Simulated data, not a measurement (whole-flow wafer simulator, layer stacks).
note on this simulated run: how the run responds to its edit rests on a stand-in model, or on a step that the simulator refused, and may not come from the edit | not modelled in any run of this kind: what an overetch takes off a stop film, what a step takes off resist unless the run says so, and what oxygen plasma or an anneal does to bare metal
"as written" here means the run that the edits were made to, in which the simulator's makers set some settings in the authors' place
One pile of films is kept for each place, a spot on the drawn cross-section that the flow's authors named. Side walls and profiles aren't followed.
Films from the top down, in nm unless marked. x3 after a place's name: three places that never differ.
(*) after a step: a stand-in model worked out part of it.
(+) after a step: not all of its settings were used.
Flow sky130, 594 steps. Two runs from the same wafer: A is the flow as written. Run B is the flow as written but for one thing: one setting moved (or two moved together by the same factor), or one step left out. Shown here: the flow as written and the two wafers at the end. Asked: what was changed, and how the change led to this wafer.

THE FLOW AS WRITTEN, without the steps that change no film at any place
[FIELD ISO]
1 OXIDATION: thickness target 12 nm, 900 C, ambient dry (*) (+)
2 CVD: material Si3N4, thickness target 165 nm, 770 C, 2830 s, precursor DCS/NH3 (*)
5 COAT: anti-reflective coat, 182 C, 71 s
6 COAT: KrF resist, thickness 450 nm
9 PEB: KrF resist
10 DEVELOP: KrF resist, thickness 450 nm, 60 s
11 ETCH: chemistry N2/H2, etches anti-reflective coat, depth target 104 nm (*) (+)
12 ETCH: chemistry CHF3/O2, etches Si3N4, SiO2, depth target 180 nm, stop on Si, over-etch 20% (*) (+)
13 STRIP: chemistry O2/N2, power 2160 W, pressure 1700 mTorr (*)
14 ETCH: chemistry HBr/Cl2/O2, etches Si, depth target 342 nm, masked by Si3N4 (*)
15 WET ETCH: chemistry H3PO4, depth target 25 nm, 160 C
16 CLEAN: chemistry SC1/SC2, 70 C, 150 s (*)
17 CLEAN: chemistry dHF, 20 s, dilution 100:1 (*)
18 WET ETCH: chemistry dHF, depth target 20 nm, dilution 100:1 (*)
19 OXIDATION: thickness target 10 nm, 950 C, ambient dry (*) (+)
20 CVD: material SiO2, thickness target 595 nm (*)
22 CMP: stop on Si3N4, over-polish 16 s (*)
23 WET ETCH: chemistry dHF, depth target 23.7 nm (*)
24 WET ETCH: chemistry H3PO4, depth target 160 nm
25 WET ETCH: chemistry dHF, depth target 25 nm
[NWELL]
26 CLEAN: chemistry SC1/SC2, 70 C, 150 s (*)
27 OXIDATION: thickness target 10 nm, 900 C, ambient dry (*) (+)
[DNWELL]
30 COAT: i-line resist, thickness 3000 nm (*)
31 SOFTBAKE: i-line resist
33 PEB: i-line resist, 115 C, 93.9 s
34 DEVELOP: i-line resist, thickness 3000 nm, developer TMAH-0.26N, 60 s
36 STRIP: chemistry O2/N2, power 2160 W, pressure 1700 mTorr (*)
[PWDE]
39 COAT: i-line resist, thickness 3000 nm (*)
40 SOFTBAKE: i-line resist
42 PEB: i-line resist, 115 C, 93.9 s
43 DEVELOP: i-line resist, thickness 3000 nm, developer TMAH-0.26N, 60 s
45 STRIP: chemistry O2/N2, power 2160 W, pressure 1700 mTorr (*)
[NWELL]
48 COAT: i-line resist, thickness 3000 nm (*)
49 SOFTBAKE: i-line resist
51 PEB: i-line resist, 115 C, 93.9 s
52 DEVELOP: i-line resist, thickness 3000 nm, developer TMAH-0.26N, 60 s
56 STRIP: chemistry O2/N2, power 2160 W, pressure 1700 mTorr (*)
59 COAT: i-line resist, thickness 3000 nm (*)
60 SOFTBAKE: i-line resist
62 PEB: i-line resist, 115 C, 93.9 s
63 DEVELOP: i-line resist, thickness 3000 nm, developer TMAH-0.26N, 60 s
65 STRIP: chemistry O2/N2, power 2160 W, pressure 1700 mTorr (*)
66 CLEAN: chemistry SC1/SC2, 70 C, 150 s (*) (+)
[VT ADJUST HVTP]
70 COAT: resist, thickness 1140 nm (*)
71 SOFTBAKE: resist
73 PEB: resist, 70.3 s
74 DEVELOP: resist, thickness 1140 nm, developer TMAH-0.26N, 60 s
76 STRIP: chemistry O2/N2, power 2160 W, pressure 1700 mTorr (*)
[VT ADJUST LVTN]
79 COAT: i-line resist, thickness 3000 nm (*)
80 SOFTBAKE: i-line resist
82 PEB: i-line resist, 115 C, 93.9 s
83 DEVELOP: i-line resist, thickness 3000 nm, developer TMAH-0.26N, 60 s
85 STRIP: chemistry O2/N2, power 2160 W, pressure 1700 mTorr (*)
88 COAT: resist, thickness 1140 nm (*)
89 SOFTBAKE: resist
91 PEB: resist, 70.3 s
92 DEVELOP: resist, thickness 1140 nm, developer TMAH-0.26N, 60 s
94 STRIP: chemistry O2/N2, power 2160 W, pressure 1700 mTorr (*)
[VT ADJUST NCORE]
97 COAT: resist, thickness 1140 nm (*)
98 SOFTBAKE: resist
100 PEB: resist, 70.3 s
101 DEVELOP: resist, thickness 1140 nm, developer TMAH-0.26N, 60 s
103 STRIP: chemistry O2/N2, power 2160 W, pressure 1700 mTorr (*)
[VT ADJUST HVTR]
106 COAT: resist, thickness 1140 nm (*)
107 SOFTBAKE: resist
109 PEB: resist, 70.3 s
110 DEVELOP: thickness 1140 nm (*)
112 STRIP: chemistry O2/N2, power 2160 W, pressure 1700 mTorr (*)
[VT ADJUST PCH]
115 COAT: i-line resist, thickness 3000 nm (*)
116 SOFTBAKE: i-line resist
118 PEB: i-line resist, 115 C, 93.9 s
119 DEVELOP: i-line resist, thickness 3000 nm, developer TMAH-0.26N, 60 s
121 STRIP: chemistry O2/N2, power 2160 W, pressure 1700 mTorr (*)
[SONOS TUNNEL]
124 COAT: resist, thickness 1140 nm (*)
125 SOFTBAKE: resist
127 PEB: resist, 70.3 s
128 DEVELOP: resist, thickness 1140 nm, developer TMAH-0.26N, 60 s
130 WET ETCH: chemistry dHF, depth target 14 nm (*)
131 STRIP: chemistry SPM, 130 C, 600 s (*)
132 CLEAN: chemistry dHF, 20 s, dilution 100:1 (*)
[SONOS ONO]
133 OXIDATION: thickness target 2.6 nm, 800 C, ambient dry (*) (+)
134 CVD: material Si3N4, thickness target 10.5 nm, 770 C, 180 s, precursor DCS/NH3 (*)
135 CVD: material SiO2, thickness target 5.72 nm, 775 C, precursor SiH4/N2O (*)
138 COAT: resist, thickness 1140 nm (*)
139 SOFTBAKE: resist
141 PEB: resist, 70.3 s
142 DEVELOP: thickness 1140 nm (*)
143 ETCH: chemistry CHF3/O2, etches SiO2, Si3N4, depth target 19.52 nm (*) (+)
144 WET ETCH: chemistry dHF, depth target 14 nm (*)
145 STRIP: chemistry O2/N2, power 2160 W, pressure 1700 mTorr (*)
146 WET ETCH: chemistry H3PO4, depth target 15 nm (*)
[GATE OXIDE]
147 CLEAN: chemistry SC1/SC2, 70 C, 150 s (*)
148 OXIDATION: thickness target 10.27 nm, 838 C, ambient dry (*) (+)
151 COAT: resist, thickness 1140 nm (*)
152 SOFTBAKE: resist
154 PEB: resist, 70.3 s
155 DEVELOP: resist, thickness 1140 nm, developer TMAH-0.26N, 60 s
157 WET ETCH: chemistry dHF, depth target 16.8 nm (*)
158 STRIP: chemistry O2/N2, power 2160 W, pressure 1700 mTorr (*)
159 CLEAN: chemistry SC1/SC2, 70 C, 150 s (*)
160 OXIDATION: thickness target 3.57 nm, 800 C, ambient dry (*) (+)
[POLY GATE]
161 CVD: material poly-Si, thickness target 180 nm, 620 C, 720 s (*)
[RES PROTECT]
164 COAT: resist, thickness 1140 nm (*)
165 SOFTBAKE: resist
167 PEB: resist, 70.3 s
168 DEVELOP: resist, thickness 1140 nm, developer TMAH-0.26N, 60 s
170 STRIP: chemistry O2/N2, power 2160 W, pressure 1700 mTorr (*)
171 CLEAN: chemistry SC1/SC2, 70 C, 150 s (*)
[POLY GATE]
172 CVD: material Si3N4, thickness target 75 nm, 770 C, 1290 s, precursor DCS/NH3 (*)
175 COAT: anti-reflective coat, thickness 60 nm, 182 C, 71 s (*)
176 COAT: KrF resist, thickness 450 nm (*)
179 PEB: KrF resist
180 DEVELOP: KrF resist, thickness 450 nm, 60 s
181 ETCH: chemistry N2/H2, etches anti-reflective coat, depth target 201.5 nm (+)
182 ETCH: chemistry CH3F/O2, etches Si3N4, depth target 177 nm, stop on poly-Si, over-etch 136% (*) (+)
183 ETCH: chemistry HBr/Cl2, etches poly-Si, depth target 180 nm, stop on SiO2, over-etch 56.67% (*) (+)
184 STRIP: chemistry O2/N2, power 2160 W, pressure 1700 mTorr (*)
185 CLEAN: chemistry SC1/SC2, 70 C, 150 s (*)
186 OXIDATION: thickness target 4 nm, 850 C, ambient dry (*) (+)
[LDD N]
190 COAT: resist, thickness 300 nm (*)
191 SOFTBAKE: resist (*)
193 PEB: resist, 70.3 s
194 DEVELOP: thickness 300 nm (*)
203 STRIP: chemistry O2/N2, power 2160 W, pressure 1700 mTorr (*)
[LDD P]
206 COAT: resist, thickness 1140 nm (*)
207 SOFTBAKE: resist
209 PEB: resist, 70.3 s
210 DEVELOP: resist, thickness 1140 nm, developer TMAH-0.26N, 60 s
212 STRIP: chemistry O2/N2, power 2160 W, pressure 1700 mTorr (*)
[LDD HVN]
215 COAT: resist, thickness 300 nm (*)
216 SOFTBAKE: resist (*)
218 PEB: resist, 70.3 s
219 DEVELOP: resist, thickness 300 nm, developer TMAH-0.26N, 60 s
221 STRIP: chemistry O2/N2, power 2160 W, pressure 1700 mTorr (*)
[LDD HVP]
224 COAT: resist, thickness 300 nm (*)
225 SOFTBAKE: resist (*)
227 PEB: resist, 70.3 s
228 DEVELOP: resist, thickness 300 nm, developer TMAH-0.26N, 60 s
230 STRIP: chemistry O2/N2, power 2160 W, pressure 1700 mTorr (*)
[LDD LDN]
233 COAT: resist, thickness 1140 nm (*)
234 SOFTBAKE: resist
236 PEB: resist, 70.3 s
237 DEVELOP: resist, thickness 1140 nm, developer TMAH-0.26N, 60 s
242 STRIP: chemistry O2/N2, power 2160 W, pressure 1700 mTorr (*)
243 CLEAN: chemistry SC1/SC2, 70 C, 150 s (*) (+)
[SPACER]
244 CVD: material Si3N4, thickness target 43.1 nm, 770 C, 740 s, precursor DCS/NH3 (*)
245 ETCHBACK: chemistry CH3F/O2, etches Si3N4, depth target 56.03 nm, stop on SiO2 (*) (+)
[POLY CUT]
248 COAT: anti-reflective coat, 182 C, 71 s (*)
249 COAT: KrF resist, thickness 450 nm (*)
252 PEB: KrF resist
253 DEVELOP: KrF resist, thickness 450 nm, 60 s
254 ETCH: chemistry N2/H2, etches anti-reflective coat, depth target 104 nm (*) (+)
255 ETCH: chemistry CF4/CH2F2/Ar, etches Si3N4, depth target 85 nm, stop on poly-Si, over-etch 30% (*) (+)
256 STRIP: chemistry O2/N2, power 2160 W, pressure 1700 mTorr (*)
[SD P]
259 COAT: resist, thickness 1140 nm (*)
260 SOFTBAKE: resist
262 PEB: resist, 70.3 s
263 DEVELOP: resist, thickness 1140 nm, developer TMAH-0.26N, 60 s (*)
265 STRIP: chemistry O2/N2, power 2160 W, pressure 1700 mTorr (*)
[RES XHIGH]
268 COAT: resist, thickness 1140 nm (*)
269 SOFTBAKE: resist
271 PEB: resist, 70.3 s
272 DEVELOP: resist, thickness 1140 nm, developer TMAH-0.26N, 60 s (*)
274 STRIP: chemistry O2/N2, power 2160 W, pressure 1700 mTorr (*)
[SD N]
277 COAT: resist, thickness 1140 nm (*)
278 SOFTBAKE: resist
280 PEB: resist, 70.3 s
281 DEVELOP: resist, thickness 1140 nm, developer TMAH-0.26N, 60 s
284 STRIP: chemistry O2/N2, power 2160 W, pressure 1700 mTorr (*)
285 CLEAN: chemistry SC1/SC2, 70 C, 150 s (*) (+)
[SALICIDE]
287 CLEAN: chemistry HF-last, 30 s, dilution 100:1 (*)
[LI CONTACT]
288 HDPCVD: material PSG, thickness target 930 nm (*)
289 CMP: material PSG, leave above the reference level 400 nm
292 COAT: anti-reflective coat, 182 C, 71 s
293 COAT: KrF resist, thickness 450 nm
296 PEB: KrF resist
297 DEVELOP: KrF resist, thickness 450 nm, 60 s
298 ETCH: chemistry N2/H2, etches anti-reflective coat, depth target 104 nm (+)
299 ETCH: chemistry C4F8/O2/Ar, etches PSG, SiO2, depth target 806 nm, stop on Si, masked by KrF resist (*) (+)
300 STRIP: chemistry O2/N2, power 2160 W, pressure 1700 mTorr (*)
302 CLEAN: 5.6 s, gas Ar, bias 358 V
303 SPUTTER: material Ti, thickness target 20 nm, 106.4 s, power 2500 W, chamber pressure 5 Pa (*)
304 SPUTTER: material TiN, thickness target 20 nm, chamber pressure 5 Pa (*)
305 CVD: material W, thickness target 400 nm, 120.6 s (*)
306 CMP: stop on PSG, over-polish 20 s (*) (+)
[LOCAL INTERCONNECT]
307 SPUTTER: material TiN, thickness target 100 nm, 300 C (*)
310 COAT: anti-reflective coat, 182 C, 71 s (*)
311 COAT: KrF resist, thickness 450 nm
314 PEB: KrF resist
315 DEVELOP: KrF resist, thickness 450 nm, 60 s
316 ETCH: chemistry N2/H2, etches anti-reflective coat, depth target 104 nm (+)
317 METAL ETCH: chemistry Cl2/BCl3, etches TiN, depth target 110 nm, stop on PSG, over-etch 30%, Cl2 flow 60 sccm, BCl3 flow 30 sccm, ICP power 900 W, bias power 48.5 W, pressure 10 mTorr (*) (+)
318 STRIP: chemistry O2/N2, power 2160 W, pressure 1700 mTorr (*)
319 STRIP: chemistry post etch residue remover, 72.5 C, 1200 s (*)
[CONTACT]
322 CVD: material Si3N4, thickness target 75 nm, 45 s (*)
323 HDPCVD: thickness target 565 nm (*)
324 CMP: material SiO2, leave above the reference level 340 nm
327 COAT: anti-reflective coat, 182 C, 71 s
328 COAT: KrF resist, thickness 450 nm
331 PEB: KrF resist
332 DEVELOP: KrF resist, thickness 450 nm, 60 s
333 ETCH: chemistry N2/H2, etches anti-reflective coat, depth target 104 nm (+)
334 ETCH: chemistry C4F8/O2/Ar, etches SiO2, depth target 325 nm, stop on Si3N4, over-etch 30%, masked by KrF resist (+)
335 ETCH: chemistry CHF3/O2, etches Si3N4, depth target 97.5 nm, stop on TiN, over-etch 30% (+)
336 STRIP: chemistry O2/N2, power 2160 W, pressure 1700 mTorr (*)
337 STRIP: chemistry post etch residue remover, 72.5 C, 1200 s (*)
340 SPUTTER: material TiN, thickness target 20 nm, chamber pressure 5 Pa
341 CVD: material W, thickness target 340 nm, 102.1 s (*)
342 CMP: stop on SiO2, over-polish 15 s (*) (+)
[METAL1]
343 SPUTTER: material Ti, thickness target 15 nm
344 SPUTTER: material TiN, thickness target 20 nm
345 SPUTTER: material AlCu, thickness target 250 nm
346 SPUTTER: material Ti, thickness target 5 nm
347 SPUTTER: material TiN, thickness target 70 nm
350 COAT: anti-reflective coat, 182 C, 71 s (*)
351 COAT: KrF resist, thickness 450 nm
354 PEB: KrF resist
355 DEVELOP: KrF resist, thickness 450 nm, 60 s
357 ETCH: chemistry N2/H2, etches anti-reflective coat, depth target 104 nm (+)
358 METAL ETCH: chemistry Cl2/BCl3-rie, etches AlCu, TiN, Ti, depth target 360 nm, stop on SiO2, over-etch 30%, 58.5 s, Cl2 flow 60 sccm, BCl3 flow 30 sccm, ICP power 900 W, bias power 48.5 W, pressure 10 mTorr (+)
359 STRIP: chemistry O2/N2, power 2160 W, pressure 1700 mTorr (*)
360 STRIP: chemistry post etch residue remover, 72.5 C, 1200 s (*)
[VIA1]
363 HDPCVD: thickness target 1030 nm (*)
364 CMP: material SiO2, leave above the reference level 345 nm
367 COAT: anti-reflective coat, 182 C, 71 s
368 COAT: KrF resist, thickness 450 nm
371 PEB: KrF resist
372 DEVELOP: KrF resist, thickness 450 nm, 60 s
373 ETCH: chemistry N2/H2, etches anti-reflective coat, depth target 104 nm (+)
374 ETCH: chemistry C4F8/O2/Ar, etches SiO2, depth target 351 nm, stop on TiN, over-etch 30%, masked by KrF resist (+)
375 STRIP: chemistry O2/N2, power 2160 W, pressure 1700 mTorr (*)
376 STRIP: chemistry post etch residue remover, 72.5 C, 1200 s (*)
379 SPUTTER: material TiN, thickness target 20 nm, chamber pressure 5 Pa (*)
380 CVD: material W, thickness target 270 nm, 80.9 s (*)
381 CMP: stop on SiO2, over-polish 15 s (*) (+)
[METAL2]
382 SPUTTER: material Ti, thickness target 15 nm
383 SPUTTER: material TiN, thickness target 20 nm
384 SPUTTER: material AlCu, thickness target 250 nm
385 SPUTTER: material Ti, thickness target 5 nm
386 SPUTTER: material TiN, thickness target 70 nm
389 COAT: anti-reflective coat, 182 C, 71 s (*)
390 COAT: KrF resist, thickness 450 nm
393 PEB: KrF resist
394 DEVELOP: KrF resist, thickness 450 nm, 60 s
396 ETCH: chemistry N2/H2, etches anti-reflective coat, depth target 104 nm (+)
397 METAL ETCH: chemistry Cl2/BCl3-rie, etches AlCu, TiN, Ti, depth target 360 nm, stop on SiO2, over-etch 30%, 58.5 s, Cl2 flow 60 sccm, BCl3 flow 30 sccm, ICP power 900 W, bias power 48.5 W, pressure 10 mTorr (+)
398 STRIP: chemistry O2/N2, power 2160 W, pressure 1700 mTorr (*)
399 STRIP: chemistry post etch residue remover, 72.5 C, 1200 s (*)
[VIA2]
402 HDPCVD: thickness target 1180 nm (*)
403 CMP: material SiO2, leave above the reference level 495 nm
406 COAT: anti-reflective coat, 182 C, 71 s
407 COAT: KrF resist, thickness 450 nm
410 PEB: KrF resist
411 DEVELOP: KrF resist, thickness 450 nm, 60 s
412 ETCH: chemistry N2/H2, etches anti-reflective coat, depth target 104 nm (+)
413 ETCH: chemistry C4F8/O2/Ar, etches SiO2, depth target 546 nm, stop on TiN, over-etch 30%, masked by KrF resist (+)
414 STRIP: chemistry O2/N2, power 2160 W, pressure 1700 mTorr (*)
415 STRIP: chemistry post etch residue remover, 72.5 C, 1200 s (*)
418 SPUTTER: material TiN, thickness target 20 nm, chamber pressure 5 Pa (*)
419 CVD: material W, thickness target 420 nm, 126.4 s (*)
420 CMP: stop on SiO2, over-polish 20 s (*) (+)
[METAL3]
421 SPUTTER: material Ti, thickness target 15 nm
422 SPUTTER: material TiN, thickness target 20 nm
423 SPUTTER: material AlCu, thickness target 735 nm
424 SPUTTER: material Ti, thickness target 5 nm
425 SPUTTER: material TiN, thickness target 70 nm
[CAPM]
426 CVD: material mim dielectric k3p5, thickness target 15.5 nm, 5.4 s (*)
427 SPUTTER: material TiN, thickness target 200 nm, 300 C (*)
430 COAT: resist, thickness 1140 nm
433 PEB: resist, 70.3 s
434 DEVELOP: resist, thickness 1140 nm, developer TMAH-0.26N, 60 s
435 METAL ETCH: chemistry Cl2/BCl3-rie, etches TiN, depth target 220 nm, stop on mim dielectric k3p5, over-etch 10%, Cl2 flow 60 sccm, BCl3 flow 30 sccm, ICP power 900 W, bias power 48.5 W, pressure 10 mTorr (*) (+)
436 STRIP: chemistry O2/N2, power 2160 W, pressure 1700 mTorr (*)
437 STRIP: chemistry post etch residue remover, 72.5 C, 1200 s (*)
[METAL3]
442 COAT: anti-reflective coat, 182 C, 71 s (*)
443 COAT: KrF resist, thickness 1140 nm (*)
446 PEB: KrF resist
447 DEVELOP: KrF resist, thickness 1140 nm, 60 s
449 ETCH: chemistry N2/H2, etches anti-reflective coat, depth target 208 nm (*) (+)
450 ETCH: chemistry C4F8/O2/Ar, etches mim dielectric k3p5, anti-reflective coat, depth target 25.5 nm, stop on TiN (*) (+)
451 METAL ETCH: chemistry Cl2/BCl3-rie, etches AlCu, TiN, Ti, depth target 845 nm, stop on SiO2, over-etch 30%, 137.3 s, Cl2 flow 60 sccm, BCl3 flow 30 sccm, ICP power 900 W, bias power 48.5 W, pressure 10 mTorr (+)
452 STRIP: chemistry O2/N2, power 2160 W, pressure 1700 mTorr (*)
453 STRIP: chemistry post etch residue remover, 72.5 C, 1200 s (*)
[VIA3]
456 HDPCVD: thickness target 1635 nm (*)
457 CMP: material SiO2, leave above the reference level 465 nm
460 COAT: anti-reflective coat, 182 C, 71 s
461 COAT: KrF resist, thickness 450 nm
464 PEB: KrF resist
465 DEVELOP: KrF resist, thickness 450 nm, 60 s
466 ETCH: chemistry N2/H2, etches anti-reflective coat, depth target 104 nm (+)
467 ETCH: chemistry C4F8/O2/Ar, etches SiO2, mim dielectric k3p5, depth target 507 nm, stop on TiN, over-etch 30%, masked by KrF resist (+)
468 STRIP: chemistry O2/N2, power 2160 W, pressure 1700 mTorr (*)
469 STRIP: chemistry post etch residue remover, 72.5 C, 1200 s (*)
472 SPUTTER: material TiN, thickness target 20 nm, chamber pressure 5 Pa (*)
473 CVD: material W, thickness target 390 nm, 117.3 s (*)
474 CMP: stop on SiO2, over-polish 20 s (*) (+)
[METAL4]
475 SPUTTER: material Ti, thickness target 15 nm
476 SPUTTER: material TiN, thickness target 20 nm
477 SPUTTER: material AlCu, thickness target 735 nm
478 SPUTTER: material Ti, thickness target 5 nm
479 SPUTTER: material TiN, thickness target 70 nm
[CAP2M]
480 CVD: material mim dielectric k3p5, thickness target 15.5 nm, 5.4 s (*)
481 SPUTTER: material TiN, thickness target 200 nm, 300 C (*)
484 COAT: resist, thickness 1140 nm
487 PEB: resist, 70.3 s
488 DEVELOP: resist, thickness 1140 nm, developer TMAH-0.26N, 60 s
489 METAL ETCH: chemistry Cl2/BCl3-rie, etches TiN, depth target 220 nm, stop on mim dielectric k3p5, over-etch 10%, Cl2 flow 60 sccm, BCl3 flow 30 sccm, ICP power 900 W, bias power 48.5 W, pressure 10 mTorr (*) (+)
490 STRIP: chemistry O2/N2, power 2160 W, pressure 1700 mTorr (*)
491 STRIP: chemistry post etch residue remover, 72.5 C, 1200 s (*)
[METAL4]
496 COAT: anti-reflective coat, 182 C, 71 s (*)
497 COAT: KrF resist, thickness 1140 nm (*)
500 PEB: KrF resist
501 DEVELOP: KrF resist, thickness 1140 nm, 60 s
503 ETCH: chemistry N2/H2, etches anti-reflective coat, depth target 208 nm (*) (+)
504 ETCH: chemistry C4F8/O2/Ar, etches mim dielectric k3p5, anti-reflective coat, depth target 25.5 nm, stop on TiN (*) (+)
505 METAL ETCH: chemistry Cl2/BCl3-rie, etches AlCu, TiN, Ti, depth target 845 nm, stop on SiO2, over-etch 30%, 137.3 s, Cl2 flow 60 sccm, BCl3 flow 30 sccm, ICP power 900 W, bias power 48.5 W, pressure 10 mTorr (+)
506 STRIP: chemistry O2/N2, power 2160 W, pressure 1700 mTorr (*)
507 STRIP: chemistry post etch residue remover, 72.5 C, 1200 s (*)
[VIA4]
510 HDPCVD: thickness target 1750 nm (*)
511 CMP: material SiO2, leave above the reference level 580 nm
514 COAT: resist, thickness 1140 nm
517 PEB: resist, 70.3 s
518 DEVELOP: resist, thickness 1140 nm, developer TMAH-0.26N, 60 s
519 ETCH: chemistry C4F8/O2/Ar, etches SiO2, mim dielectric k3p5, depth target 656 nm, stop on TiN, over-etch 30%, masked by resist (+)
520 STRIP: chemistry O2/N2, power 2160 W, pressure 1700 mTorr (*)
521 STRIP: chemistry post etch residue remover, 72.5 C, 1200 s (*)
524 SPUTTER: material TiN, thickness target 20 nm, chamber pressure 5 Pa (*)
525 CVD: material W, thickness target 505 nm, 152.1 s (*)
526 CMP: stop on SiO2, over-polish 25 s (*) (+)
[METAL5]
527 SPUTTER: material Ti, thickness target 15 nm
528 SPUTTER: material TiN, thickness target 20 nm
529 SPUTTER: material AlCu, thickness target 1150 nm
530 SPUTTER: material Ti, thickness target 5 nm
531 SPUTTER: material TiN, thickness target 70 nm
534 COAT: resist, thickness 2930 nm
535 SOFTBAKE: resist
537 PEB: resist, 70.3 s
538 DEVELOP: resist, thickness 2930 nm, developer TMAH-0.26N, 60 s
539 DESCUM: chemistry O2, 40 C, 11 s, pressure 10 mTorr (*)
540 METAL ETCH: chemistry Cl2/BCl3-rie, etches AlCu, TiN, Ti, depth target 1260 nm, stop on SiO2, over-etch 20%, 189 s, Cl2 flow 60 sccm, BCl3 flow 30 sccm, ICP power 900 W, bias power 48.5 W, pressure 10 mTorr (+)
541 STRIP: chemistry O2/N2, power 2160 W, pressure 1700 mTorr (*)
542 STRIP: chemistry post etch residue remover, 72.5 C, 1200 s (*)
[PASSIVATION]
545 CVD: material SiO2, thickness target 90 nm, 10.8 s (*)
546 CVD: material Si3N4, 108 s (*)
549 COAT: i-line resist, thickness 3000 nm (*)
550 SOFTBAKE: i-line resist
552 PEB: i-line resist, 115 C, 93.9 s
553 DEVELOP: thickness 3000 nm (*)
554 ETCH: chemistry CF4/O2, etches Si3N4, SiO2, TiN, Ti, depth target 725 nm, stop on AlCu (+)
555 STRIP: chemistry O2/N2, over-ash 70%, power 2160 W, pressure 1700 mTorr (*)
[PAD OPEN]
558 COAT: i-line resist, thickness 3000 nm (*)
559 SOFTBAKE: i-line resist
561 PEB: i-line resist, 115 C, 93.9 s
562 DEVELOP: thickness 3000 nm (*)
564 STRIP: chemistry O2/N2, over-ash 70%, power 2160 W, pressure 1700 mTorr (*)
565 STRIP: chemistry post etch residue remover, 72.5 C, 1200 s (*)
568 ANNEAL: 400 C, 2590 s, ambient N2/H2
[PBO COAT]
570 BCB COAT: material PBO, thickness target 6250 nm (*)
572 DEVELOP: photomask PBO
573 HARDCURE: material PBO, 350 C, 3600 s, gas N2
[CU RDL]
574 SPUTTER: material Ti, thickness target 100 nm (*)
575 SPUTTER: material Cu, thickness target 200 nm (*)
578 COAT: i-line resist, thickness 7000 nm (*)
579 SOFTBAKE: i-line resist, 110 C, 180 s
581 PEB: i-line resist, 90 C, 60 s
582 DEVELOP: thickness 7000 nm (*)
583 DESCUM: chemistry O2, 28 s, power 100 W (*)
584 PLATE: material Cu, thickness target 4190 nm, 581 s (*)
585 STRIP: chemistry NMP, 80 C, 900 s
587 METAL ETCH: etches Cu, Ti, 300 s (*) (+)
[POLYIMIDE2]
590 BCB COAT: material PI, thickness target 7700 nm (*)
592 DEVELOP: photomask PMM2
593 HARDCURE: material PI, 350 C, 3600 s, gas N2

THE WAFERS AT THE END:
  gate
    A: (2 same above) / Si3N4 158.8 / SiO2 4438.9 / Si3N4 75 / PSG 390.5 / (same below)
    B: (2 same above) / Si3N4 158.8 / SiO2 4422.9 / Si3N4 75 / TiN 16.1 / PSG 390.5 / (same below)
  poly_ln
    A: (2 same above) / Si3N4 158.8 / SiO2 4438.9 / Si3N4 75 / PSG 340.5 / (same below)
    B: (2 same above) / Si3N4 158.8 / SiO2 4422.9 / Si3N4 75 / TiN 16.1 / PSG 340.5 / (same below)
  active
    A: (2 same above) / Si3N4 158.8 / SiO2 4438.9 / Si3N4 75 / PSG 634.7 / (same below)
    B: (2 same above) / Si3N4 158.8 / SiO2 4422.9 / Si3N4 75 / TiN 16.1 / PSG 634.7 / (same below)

The cause: step 316, ETCH: depth target 61.4 nm was run, where the flow has depth target 104 nm.

How the change led to this, step by step:
  316 ETCH: chemistry N2/H2, etches anti-reflective coat, depth target 104 nm (+)
      field, active, gate and 87 more: A anti-reflective coat -80 (all of it), TiN -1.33 | B anti-reflective coat -61.4
      rpo_hd: A anti-reflective coat -80 (all of it), TiN -1.34 | B anti-reflective coat -61.4
      (and at 100 more places)
  317 METAL ETCH: chemistry Cl2/BCl3, etches TiN, depth target 110 nm, stop on PSG, over-etch 30%, Cl2 flow 60 sccm, BCl3 flow 30 sccm, ICP power 900 W, bias power 48.5 W, pressure 10 mTorr (*) (+)
      field, active, gate and 84 more: A TiN -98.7 (all of it) | B anti-reflective coat -18.6 (all of it), TiN -83.5
      rpo_hd, rpm_encl, rpm_encl_psd, iso_guard_nsd_tip: A TiN -98.7 (all of it) | B anti-reflective coat -18.6 (all of it), TiN -83.6
  318 STRIP: chemistry O2/N2, power 2160 W, pressure 1700 mTorr (*)
      n_well, p_well, gate_hv and 93 more: A KrF resist -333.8 (all of it), anti-reflective coat -80 (all of it) | B KrF resist -357.5 (all of it), anti-reflective coat -80 (all of it)
      poly_licon, ndiff_licon, ndiff_licon_cpp, rpo_hd_licon: A KrF resist -333.9 (all of it), anti-reflective coat -80.5 (all of it) | B KrF resist -357.5 (all of it), anti-reflective coat -80.5 (all of it)
  324 CMP: material SiO2, leave above the reference level 340 nm
      field, active, gate and 84 more: A SiO2 -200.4 | B SiO2 -216.5
      rpo_hd, rpm_encl, rpm_encl_psd, iso_guard_nsd_tip: A SiO2 -200.4 | B SiO2 -216.4
Counting metal films that touch as one body, gate has 1 body; the flow as written gives 0 bodies.
Counting metal films that touch as one body, poly_ln has 1 body; the flow as written gives 0 bodies.
Counting metal films that touch as one body, active has 1 body; the flow as written gives 0 bodies.
